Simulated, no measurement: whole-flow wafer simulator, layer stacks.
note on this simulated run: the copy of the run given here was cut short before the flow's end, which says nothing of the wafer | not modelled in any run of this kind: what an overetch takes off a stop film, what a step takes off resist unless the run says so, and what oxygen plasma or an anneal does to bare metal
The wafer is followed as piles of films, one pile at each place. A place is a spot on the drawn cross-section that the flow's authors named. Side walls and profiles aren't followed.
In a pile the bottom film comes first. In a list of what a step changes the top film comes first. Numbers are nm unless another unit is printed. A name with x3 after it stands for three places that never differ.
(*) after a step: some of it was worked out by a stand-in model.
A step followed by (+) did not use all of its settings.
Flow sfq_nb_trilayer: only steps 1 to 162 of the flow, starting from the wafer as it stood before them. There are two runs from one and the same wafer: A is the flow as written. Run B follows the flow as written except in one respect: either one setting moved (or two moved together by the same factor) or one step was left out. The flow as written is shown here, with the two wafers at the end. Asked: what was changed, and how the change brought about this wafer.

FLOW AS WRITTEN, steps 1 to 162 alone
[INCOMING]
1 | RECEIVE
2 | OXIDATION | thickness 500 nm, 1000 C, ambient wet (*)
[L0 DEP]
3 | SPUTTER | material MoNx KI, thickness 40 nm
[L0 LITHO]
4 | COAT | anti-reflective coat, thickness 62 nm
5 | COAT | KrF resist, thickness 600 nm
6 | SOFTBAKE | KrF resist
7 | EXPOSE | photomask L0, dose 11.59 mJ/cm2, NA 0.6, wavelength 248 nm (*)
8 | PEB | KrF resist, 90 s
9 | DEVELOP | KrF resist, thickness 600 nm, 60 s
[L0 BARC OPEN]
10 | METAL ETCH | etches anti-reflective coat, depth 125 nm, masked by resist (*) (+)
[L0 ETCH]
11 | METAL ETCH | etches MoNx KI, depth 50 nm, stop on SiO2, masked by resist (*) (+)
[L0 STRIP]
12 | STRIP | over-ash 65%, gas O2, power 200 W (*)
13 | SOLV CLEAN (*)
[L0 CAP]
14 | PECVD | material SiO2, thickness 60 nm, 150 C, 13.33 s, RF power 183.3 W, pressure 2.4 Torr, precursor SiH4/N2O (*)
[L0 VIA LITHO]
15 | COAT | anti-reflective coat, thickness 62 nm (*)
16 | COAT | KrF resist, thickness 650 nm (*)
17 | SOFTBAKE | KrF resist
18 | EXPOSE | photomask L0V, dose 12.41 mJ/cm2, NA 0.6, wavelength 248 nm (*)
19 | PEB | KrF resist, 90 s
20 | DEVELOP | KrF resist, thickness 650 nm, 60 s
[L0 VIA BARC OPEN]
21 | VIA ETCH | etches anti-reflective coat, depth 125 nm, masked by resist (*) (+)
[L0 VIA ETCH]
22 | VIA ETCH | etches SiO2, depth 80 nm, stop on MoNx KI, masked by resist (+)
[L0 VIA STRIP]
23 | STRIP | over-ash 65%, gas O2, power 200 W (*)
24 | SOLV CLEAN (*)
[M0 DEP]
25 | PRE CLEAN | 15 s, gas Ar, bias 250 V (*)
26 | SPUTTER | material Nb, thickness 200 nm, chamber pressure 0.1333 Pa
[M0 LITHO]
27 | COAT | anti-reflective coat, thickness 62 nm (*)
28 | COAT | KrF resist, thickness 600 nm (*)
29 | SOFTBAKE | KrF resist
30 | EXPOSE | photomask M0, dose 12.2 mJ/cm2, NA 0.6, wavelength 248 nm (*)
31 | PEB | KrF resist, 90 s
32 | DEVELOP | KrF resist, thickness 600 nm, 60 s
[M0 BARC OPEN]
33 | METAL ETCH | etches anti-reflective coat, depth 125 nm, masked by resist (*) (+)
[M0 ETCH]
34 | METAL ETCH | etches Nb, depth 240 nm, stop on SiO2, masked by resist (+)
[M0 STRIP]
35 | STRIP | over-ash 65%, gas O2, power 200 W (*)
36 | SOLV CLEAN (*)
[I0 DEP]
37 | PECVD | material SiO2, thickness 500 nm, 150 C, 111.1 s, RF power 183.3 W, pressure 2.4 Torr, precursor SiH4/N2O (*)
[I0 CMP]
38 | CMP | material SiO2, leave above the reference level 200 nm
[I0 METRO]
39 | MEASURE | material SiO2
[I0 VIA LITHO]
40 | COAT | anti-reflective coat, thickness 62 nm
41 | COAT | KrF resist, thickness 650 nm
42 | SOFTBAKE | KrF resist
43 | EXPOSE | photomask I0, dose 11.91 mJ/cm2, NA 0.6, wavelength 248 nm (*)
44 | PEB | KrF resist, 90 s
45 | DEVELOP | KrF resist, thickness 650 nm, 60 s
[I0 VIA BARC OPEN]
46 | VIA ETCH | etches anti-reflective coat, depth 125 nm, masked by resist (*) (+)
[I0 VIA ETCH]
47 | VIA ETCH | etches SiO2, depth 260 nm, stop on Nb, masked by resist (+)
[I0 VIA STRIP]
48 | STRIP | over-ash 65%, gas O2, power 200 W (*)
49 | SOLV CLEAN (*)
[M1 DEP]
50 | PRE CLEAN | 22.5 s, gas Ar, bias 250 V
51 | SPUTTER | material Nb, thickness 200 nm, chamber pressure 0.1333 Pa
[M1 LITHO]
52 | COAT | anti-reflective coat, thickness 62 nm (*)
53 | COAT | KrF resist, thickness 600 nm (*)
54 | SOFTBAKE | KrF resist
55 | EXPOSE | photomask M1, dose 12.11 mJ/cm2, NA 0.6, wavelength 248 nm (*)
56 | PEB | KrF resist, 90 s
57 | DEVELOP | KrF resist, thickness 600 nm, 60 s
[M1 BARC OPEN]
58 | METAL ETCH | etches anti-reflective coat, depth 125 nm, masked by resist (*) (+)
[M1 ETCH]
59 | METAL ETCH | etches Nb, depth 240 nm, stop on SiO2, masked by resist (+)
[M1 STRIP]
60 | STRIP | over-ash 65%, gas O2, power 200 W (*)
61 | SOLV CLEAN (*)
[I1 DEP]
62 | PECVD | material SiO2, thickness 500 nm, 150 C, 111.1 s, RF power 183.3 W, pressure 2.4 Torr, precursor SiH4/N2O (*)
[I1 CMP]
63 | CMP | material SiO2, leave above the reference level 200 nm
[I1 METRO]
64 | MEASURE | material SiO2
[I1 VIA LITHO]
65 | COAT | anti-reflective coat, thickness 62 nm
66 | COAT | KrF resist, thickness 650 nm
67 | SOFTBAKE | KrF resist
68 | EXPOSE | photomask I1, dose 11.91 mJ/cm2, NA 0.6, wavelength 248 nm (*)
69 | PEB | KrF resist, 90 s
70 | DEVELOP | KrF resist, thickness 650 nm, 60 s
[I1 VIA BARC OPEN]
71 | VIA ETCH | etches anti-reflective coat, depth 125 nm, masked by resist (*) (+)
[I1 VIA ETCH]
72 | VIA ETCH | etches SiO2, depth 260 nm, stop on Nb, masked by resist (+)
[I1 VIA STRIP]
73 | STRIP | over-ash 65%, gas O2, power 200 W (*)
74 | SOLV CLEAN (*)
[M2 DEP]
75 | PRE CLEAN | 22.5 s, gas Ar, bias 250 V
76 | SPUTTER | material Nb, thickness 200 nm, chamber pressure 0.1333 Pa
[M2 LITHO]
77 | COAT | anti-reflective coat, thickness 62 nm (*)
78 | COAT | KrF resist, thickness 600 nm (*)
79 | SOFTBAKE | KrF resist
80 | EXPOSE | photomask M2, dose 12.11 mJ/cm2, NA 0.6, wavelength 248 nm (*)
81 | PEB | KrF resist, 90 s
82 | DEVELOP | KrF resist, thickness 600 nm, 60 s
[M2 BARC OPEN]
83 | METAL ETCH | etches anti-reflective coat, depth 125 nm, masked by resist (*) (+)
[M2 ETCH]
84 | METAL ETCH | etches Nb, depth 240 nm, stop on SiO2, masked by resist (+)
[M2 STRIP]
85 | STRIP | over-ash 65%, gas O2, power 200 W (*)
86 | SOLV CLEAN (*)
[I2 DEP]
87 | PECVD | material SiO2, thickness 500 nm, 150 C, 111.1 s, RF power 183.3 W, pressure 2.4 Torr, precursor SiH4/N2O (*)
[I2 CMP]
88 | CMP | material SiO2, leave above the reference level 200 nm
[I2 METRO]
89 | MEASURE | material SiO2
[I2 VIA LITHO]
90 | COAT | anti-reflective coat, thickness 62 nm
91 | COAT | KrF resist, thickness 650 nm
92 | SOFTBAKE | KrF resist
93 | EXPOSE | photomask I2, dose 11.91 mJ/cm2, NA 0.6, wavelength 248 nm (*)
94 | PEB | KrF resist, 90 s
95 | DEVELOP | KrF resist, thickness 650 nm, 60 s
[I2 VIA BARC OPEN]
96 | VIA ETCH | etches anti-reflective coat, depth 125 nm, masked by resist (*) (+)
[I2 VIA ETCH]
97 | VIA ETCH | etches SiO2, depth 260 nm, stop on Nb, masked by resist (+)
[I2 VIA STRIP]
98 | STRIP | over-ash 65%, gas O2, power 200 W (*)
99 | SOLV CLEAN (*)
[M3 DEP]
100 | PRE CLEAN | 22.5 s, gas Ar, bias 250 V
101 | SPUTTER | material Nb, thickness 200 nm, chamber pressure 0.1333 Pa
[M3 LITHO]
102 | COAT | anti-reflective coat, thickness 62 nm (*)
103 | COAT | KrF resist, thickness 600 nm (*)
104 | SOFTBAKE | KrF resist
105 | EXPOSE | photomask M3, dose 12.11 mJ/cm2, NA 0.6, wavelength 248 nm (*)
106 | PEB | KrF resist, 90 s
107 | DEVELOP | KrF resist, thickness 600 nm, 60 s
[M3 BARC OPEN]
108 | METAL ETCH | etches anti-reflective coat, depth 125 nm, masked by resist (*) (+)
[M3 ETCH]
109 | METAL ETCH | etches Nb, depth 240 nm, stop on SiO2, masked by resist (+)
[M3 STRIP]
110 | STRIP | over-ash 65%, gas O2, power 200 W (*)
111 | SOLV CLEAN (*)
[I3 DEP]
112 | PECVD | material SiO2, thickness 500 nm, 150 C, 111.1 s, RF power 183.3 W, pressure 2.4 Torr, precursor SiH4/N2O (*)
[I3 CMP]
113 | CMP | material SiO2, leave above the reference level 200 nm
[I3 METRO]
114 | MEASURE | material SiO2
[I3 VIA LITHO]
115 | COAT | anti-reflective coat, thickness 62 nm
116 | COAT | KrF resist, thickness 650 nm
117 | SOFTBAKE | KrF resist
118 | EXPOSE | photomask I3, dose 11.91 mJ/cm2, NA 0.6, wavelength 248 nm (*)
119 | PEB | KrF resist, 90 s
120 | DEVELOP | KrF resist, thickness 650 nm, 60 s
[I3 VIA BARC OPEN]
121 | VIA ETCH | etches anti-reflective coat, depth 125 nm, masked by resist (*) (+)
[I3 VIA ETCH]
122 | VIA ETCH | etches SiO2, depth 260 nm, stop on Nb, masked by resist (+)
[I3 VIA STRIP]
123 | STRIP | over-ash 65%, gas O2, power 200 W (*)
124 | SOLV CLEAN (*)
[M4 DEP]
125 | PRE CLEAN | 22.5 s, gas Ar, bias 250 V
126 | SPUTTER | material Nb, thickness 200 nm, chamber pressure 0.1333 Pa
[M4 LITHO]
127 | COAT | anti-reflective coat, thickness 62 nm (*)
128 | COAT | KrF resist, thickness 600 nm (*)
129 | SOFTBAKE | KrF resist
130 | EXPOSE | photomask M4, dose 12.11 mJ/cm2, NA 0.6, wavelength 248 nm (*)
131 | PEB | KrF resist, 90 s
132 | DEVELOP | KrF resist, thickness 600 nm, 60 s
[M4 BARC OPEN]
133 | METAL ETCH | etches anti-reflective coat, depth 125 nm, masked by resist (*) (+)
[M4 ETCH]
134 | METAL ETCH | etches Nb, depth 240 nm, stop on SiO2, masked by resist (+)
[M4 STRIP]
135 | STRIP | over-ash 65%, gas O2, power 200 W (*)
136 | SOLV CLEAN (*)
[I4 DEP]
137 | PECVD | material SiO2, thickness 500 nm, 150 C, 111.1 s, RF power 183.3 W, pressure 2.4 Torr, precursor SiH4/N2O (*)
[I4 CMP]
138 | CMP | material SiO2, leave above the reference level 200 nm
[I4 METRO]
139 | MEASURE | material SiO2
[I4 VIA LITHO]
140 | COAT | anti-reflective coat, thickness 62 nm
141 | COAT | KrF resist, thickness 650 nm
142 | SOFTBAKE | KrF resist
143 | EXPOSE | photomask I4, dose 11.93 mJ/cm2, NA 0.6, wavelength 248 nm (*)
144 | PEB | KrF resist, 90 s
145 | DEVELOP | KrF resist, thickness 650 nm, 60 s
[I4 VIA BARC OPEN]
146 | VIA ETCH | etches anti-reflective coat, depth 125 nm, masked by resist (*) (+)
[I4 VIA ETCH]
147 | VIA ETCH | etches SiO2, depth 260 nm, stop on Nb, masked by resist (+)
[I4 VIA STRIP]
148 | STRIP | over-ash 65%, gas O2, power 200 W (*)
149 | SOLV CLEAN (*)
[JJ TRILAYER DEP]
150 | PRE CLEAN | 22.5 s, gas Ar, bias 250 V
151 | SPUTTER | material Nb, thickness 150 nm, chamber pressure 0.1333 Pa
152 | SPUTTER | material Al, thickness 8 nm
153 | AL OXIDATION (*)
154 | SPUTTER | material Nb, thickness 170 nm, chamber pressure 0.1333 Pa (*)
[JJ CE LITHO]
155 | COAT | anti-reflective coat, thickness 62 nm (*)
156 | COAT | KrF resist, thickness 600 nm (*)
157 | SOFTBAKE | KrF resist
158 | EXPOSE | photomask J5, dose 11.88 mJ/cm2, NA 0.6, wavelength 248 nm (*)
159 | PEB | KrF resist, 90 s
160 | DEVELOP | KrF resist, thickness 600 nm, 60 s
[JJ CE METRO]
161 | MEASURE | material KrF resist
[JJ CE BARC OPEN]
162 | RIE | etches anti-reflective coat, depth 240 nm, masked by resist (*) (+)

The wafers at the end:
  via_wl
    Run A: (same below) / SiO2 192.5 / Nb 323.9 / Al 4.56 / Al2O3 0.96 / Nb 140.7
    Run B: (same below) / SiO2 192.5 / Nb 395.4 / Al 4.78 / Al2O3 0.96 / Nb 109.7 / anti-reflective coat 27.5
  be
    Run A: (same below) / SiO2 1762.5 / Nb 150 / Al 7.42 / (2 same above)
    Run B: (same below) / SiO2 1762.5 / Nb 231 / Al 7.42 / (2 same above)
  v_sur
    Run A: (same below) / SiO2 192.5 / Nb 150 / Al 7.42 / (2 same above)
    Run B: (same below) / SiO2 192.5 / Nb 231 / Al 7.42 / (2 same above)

Cause: step 151, SPUTTER: thickness 231 nm was run, though the flow has thickness 150 nm.
The wafer itself shows it: be has Nb 231, and step 151 as written asks for 150 nm.

Step by step, how the change led to this:
  151 | SPUTTER | material Nb, thickness 150 nm, chamber pressure 0.1333 Pa
      field_l, v_sur, via_sp and 100 more: A Nb gains 150 (new film) | B Nb gains 231 (new film)
      via_wl, via_w, via_wr: A Nb gains 130.4 | B Nb gains 201.9
  154 | SPUTTER | material Nb, thickness 170 nm, chamber pressure 0.1333 Pa (*)
      via_wl, via_wr: A Nb gains 140.7 (new film) | B Nb gains 109.7 (new film)
      via_w: A Nb gains 141 (new film) | B Nb gains 155.2 (new film)
  155 | COAT | anti-reflective coat, thickness 62 nm (*)
      via_wl, via_wr: A anti-reflective coat gains 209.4 (new film) | B anti-reflective coat gains 267.5 (new film)
      via_w: A anti-reflective coat gains 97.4 (new film) | B anti-reflective coat gains 103.4 (new film)
  156 | COAT | KrF resist, thickness 600 nm (*)
      via_wl: A KrF resist gains 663 (new film) | B KrF resist gains 647.7 (new film)
      via_wr: A KrF resist gains 663.2 (new film) | B KrF resist gains 647.9 (new film)
  160 | DEVELOP | KrF resist, thickness 600 nm, 60 s
      via_wl: A KrF resist loses 661.6 (all of it) | B KrF resist loses 646.3 (all of it)
      via_wr: A KrF resist loses 661.8 (all of it) | B KrF resist loses 646.5 (all of it)
  162 | RIE | etches anti-reflective coat, depth 240 nm, masked by resist (*) (+)
      via_wl, via_wr: A anti-reflective coat loses 209.4 (all of it) | B anti-reflective coat loses 240
      ce_l, c5j, ce_r, wl_jj: A KrF resist loses 209.4 | B KrF resist loses 240
      (as well as at 1 more place)
